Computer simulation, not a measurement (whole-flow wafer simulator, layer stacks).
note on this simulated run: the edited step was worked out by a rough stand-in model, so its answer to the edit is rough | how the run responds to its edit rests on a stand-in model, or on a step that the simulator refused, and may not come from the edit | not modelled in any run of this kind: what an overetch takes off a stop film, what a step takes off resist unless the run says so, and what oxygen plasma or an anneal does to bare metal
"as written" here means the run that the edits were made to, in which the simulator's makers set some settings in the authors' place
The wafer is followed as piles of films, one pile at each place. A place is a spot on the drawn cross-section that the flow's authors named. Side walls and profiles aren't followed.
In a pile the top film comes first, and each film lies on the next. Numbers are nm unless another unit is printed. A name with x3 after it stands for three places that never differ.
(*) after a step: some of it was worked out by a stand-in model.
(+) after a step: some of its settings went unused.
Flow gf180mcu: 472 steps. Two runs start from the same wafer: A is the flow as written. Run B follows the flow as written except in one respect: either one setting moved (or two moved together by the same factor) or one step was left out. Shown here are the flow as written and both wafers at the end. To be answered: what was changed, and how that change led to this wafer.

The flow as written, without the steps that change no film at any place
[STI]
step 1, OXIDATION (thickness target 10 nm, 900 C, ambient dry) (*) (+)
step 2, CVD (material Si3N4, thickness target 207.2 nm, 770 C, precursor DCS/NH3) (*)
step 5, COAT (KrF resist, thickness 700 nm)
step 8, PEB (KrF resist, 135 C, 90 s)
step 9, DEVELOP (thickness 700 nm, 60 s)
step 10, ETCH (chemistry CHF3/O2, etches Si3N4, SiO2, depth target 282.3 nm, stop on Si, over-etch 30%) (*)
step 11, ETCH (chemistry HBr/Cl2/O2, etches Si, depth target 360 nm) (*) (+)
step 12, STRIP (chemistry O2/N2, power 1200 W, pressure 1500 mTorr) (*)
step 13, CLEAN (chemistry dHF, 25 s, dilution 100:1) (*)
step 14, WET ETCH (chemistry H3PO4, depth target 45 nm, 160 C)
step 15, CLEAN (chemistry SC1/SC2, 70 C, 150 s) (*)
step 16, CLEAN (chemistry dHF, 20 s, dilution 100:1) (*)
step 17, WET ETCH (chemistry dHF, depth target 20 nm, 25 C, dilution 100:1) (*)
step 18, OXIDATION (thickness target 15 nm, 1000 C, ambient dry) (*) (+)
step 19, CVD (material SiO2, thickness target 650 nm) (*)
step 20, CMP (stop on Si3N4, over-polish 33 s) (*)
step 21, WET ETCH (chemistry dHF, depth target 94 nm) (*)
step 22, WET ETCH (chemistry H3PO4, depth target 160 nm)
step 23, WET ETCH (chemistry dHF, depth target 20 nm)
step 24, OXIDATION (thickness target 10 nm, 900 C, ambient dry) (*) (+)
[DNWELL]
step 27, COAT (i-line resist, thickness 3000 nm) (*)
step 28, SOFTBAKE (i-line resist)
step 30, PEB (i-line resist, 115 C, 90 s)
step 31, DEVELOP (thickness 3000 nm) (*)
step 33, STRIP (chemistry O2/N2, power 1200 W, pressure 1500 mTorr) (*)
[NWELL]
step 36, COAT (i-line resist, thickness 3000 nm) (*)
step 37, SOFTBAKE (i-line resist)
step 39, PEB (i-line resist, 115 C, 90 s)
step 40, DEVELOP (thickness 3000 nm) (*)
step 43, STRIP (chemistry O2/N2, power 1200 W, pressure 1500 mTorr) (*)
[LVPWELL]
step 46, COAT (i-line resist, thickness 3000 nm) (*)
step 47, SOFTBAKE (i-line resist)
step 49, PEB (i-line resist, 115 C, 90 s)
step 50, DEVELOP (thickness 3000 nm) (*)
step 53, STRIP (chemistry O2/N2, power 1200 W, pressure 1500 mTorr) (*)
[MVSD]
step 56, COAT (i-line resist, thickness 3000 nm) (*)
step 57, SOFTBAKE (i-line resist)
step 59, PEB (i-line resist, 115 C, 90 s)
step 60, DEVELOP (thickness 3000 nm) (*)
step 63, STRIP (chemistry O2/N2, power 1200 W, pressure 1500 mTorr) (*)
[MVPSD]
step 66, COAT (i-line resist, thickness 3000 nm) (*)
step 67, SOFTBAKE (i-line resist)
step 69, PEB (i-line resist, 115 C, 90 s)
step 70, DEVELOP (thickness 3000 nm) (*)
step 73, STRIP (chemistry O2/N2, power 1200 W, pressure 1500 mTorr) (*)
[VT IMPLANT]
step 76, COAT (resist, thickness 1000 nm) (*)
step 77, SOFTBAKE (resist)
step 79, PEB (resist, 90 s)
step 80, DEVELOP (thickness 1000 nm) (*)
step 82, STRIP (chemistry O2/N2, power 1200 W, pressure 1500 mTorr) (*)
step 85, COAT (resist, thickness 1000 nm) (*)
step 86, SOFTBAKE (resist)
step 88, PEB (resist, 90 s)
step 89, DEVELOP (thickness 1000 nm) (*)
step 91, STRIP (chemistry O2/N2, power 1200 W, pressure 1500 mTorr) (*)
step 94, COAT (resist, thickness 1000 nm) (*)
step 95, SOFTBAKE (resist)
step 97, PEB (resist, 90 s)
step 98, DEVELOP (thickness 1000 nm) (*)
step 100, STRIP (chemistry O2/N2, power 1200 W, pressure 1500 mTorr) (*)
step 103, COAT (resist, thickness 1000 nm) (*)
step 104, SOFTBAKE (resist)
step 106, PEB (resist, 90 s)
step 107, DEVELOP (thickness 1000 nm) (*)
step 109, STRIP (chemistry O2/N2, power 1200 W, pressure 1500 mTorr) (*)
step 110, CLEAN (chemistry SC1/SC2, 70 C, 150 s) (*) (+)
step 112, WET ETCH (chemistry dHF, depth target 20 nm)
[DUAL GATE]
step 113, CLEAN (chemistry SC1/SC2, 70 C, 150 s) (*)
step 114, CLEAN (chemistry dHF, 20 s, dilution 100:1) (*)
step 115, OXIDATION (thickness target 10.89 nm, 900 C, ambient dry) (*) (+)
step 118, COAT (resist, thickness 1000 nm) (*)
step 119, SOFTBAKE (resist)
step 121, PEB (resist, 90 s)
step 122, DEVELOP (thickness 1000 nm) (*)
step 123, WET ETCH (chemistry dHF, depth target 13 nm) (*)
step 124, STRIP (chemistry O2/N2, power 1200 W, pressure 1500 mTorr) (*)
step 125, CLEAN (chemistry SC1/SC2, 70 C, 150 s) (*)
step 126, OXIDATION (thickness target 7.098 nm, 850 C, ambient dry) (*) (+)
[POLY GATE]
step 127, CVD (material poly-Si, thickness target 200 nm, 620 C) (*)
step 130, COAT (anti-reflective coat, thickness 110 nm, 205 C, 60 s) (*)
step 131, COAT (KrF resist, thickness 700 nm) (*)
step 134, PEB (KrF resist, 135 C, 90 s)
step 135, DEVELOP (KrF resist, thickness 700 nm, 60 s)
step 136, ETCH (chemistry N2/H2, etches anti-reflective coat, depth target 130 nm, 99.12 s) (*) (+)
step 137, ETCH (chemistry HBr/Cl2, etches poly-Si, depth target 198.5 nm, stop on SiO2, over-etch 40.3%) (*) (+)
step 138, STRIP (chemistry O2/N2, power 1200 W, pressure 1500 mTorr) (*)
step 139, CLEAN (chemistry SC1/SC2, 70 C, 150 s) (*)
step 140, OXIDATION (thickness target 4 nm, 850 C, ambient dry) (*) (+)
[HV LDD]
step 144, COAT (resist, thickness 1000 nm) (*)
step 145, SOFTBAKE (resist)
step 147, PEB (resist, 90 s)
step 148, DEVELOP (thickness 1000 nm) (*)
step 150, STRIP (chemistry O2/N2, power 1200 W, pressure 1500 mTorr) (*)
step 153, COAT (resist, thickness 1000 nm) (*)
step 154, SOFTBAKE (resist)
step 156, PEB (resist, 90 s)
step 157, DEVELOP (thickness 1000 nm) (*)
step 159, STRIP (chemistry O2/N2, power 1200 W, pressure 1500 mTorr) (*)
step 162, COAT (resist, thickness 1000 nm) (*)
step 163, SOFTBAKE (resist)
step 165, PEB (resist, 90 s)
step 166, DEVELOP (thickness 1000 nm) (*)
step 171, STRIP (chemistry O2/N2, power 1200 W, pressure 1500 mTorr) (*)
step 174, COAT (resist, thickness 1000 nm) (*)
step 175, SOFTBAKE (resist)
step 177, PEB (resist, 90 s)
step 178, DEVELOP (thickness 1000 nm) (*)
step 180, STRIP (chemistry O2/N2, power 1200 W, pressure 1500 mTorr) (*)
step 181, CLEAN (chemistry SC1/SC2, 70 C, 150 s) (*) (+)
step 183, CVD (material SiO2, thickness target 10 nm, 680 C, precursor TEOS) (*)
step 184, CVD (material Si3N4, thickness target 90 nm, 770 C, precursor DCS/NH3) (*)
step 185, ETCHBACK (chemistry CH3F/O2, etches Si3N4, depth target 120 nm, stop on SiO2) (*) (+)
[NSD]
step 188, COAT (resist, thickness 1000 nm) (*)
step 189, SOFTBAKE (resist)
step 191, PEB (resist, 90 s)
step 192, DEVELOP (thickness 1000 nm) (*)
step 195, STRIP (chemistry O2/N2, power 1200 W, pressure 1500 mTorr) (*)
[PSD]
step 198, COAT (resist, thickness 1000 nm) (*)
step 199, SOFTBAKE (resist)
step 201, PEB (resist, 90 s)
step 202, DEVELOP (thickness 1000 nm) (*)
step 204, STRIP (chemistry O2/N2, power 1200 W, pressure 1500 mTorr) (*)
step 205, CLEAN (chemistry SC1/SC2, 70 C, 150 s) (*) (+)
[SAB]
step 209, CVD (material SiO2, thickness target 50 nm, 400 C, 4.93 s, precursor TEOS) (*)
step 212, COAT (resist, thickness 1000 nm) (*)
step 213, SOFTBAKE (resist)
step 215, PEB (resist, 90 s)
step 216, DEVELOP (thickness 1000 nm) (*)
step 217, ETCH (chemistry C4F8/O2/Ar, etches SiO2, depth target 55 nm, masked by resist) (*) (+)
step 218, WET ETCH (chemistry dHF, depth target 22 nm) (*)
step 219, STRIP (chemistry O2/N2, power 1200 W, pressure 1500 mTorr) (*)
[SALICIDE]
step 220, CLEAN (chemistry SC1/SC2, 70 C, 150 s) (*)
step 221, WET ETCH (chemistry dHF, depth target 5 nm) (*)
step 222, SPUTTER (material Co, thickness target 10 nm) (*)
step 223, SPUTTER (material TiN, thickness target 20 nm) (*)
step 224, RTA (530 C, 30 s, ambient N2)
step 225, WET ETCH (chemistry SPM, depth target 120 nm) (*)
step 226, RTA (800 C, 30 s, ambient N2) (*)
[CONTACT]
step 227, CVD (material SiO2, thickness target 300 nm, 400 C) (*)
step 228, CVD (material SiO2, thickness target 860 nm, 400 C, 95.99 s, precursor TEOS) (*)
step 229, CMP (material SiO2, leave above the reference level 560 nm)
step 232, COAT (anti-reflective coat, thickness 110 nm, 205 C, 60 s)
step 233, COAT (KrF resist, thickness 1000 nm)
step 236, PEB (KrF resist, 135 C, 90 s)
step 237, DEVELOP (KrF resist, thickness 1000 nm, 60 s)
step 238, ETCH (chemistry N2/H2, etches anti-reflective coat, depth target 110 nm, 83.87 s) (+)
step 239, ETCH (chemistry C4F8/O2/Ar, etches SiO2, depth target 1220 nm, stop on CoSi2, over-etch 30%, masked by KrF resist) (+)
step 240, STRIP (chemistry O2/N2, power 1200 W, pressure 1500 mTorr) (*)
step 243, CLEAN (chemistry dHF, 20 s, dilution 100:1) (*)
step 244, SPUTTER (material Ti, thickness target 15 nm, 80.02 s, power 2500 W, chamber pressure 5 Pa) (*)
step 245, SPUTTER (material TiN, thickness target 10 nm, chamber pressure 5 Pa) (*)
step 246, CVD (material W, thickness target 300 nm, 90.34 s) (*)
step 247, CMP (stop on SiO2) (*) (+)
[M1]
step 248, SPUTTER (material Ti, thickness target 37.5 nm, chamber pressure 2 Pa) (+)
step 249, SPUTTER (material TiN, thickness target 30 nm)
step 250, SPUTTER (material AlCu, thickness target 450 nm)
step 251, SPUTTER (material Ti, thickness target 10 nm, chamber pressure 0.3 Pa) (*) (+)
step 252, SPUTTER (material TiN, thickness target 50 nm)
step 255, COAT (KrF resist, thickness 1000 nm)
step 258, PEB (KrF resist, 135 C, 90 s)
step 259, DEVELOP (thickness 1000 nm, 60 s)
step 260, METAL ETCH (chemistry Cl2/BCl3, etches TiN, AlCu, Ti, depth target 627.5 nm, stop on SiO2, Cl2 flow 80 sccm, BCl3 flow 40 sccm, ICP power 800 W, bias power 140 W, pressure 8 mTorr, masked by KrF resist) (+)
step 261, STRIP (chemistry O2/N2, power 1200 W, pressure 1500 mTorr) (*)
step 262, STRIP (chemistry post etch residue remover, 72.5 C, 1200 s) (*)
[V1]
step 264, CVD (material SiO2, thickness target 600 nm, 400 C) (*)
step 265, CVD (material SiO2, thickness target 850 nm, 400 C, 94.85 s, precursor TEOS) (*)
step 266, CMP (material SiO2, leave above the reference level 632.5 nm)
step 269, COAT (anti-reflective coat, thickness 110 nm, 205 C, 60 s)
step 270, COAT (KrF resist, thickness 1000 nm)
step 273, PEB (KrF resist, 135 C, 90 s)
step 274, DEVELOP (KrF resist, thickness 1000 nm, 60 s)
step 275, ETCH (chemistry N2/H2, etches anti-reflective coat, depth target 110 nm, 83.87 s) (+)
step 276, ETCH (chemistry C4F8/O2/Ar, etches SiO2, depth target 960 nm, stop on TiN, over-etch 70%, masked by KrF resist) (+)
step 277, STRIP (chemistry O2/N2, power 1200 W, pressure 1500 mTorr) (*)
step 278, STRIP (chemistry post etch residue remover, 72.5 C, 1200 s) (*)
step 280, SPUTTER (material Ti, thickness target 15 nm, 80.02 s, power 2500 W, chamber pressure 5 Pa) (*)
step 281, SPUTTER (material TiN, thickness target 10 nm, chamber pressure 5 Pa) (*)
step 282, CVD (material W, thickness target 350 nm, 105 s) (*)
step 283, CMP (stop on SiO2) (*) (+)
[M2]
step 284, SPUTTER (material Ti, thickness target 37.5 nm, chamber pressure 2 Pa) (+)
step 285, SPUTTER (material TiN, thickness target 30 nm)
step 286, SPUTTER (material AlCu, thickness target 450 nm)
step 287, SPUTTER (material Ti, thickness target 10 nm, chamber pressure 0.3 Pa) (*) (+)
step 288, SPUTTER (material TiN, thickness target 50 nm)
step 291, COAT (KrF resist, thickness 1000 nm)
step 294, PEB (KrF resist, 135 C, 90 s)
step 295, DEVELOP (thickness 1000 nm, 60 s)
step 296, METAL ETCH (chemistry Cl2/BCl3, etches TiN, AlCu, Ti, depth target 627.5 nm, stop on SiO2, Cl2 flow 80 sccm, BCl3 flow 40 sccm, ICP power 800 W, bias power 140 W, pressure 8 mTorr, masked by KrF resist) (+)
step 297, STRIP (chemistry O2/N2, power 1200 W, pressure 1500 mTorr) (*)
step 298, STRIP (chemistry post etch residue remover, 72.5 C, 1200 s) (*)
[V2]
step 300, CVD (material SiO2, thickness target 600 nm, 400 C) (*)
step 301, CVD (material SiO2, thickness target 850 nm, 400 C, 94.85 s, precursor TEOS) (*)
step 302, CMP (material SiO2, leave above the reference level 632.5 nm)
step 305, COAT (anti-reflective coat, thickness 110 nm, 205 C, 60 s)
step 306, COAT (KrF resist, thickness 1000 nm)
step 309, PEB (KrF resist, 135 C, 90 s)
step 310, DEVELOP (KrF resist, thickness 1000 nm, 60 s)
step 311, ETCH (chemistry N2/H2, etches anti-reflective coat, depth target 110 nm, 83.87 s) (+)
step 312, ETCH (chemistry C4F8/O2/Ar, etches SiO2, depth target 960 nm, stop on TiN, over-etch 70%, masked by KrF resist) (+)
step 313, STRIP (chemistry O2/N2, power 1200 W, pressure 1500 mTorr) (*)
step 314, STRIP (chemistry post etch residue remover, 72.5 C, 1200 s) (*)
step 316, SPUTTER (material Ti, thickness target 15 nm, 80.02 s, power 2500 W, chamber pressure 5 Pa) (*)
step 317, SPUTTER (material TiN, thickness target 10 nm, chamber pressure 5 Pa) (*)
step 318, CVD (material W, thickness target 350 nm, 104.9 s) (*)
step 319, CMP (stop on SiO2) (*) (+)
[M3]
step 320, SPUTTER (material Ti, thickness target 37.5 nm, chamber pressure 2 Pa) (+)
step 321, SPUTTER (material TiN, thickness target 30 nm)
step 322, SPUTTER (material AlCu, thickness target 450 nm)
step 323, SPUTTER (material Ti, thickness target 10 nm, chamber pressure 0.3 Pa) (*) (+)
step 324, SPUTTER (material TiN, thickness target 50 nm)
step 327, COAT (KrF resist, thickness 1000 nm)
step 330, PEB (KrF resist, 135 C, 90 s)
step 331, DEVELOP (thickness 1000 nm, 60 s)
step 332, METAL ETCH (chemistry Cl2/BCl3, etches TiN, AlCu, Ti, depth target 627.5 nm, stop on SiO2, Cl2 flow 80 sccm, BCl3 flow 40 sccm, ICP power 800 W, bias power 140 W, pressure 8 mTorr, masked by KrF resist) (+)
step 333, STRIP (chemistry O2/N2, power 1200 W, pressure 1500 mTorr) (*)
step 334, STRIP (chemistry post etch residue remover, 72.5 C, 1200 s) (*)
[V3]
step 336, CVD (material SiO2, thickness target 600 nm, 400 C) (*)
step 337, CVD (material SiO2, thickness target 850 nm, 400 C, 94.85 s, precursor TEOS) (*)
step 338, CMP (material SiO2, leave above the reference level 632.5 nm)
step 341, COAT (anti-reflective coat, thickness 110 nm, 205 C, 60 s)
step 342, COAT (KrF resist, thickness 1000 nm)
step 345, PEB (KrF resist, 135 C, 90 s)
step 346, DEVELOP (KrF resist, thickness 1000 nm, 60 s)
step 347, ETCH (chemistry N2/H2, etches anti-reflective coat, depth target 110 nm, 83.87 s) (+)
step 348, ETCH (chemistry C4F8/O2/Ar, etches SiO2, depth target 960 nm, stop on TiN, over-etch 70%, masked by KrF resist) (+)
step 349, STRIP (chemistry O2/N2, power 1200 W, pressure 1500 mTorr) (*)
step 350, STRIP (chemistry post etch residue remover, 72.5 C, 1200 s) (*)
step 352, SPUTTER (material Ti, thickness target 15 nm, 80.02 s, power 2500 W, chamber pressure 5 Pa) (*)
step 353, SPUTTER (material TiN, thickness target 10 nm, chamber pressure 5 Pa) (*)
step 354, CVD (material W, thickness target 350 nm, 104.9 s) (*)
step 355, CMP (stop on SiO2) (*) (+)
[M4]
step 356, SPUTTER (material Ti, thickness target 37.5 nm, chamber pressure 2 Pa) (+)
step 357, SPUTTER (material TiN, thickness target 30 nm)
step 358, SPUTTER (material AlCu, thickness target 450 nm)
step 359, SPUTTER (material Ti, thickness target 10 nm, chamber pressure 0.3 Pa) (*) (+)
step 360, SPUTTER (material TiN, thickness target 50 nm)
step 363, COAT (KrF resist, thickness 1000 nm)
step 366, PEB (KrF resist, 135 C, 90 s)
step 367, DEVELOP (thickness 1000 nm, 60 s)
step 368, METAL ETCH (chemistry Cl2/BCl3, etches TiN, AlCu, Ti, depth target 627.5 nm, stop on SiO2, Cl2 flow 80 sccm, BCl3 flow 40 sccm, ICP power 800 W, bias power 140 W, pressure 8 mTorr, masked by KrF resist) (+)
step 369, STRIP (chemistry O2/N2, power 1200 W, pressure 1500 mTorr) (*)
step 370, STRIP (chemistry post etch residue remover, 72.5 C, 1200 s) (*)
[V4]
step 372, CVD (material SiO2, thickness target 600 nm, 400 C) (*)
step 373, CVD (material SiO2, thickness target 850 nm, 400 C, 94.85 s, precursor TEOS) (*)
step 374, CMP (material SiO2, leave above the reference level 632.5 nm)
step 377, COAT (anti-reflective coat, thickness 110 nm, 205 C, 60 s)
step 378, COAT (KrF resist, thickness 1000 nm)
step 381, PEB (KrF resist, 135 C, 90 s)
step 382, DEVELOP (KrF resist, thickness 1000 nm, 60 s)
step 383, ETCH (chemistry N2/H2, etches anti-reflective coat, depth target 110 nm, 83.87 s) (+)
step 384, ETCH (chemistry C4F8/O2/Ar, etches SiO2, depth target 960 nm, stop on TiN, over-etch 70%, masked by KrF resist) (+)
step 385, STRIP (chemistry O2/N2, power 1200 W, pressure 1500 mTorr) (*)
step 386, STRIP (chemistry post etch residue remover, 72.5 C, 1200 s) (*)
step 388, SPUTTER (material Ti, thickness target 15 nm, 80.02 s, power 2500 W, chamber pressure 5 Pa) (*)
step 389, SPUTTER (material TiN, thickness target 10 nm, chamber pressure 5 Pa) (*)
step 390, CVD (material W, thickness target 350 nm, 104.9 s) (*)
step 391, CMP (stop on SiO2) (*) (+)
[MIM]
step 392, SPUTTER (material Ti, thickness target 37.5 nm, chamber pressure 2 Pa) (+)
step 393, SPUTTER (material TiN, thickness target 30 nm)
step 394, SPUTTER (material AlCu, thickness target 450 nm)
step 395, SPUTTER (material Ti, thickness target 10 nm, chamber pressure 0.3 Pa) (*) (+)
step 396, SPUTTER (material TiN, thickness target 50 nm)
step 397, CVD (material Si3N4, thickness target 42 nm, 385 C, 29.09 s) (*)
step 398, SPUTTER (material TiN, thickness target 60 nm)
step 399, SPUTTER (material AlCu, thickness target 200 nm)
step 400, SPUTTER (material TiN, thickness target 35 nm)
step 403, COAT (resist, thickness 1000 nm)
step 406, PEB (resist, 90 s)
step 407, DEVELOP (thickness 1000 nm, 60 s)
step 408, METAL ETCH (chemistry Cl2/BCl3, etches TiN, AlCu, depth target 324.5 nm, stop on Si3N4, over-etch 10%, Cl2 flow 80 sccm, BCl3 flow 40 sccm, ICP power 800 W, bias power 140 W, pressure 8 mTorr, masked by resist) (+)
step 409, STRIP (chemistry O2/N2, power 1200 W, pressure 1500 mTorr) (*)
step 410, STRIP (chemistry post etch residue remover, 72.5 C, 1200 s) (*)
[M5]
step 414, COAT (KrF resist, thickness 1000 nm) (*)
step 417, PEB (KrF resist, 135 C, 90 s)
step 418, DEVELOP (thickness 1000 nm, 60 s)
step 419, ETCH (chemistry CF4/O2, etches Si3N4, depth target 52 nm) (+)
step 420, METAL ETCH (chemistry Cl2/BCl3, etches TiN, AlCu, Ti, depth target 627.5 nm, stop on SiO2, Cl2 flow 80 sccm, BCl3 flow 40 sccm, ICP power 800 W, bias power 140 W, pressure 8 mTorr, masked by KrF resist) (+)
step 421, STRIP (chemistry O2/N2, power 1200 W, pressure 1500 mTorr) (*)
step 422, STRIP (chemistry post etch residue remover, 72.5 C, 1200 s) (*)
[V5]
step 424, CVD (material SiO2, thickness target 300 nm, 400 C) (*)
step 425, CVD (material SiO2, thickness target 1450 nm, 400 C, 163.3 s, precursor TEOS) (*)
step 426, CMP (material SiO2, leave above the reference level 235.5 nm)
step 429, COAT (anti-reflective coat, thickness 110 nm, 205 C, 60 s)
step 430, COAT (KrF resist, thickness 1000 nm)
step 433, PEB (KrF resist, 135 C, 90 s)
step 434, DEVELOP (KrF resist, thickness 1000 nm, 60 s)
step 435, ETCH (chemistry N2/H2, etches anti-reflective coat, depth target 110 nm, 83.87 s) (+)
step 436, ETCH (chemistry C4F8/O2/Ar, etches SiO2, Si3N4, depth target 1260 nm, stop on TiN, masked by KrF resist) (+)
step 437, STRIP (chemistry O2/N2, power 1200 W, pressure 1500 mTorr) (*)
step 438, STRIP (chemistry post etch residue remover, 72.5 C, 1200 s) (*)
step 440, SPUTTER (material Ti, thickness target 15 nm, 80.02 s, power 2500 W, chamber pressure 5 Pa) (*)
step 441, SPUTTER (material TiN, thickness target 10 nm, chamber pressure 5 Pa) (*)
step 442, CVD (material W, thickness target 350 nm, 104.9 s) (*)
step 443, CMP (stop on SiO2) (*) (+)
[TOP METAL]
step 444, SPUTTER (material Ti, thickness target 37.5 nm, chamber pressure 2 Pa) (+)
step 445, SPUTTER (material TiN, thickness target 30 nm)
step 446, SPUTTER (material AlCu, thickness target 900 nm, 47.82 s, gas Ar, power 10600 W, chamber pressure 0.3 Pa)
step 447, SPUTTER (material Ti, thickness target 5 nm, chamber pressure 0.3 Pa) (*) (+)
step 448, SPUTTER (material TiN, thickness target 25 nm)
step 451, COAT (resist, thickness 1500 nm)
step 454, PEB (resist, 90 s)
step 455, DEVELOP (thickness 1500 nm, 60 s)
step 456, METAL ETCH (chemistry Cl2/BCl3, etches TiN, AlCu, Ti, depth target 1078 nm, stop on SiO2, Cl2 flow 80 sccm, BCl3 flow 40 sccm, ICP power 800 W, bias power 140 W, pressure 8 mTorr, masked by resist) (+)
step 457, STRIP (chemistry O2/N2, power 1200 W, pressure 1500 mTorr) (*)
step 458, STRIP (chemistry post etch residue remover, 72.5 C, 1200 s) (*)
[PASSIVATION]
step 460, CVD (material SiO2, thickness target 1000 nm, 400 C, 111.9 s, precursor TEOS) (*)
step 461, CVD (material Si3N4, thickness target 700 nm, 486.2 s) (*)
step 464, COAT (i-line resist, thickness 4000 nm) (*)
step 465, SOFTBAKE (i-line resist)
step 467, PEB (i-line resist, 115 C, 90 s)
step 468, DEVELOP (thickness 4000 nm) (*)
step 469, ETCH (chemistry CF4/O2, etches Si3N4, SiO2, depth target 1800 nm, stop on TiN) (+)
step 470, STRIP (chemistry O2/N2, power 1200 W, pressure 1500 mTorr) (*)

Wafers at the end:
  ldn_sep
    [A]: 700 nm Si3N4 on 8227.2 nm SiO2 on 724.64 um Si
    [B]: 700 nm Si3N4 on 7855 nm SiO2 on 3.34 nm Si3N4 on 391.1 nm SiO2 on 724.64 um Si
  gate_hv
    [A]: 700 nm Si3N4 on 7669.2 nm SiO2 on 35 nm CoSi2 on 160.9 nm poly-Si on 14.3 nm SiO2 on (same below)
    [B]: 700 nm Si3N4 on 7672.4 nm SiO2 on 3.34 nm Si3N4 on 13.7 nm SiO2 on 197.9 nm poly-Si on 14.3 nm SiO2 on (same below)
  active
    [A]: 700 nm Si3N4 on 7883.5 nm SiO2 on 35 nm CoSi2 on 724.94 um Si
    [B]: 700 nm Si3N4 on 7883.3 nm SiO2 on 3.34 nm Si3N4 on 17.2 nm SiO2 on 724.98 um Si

What caused this: step 185, ETCHBACK: depth target 82.5 nm was run, whereas the flow has depth target 120 nm.

The path from the change to this, step by step:
  step 185, ETCHBACK (chemistry CH3F/O2, etches Si3N4, depth target 120 nm, stop on SiO2) (*) (+)
      field, field__w1, field__w2 and 100 more: A -90 Si3N4 (all of it), -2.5 SiO2 | B -82.5 Si3N4
  step 189, SOFTBAKE (resist)
      field__w9: A +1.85 resist | B -1.08 resist
      nw_enc_fld_lv: A +0.58 resist | B +1.62 resist
  step 199, SOFTBAKE (resist)
      field__w9: A +1.85 resist | B -1.08 resist
      nw_enc_fld_lv: A +0.58 resist | B +1.62 resist
  step 205, CLEAN (chemistry SC1/SC2, 70 C, 150 s) (*) (+)
      field, field__w1, field__w2 and 105 more: A -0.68 SiO2 | B -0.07 Si3N4
  step 209, CVD (material SiO2, thickness target 50 nm, 400 C, 4.93 s, precursor TEOS) (*)
      field, field__w7, field__w8 and 73 more: A +50 SiO2 | B +50 SiO2 (new film)
      field_sub__w1, field_sub__w3, field_sub__w4, field_sub__w5, ld_drift_n: A +48.9 SiO2 | B +48.8 SiO2 (new film)
      (and at 27 other places as well)
  step 217, ETCH (chemistry C4F8/O2/Ar, etches SiO2, depth target 55 nm, masked by resist) (*) (+)
      field, field__w7, field__w8 and 70 more: A -55 SiO2 | B -50 SiO2 (all of it), -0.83 Si3N4
      field_sub__w1, field_sub__w3, field_sub__w4, field_sub__w5, ld_drift_n: A -55 SiO2 | B -48.8 SiO2 (all of it), -1.03 Si3N4
      (and at 21 other places as well)
  step 218, WET ETCH (chemistry dHF, depth target 22 nm) (*)
      gate, gate_hv, gate_p and 23 more: A -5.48 SiO2 (all of it) | B -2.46 Si3N4
      field, field__w10, sti and 14 more: A -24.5 SiO2 | B -2.46 Si3N4
      (and at 56 other places as well)
  step 219, STRIP (chemistry O2/N2, power 1200 W, pressure 1500 mTorr) (*)
      gate, gate_hv, gate_p and 23 more: A +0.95 chemical SiO2 (new film), -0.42 poly-Si | B nothing
      active, p_well, sd_n and 20 more: A +0.95 chemical SiO2 (new film), -0.42 Si | B nothing
  step 220, CLEAN (chemistry SC1/SC2, 70 C, 150 s) (*)
      field, field__w1, field__w2 and 47 more: A -0.68 SiO2 | B -0.07 Si3N4
  step 221, WET ETCH (chemistry dHF, depth target 5 nm) (*)
      active, p_well, gate and 46 more: A -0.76 chemical SiO2 (all of it) | B -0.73 Si3N4
      field, field__w1, field__w2 and 23 more: A -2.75 SiO2 | B -0.73 Si3N4
      (and at 24 other places as well)
  step 222, SPUTTER (material Co, thickness target 10 nm) (*)
      ld_drift_p: A +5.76 Co (new film) | B +6.28 Co (new film)
  step 224, RTA (530 C, 30 s, ambient N2)
      gate, gate_hv, gate_p and 22 more: A under 1 film: +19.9 CoSi (new film), -10 Co (all of it), -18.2 poly-Si | B nothing
      active, p_well, sd_n and 11 more: A under 1 film: +19.9 CoSi (new film), -10 Co (all of it), -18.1 Si | B nothing
      (and at 10 other places as well)
  step 225, WET ETCH (chemistry SPM, depth target 120 nm) (*)
      active, p_well, gate and 36 more: A -20 TiN (all of it) | B -20 TiN (all of it), -10 Co (all of it)
      sd_p: A -17.9 TiN (all of it) | B -18.3 TiN (all of it), -9.24 Co (all of it)
      (and at 10 other places as well)
  step 226, RTA (800 C, 30 s, ambient N2) (*)
      gate, gate_hv, gate_p and 22 more: A +35 CoSi2 (new film), -19.9 CoSi (all of it), -18.2 poly-Si | B nothing
      active, p_well, sd_n and 11 more: A +35 CoSi2 (new film), -19.9 CoSi (all of it), -18.1 Si | B nothing
      (and at 10 other places as well)
  step 227, CVD (material SiO2, thickness target 300 nm, 400 C) (*)
      field, field__w1, field__w2 and 47 more: A +300 SiO2 | B +300 SiO2 (new film)
  step 228, CVD (material SiO2, thickness target 860 nm, 400 C, 95.99 s, precursor TEOS) (*)
      ld_drift_p: A +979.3 SiO2 | B +958.2 SiO2
  ... another 5 steps ...
  step 471, ANNEAL (400 C, 1800 s, ambient N2/H2)
      polyc_n, polyc_p: A nothing | B under 9 films: +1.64 void (new film), -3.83 Ti, +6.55 TiSi first (new film), -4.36 poly-Si
      contact: A nothing | B under 49 films: +1.62 void (new film), -3.83 Ti, +6.55 TiSi first (new film), -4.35 Si
With metal films that touch counted as one body, gate_hv has 0 bodies; the flow as written gives 1 body.
With metal films that touch counted as one body, active has 0 bodies; the flow as written gives 1 body.
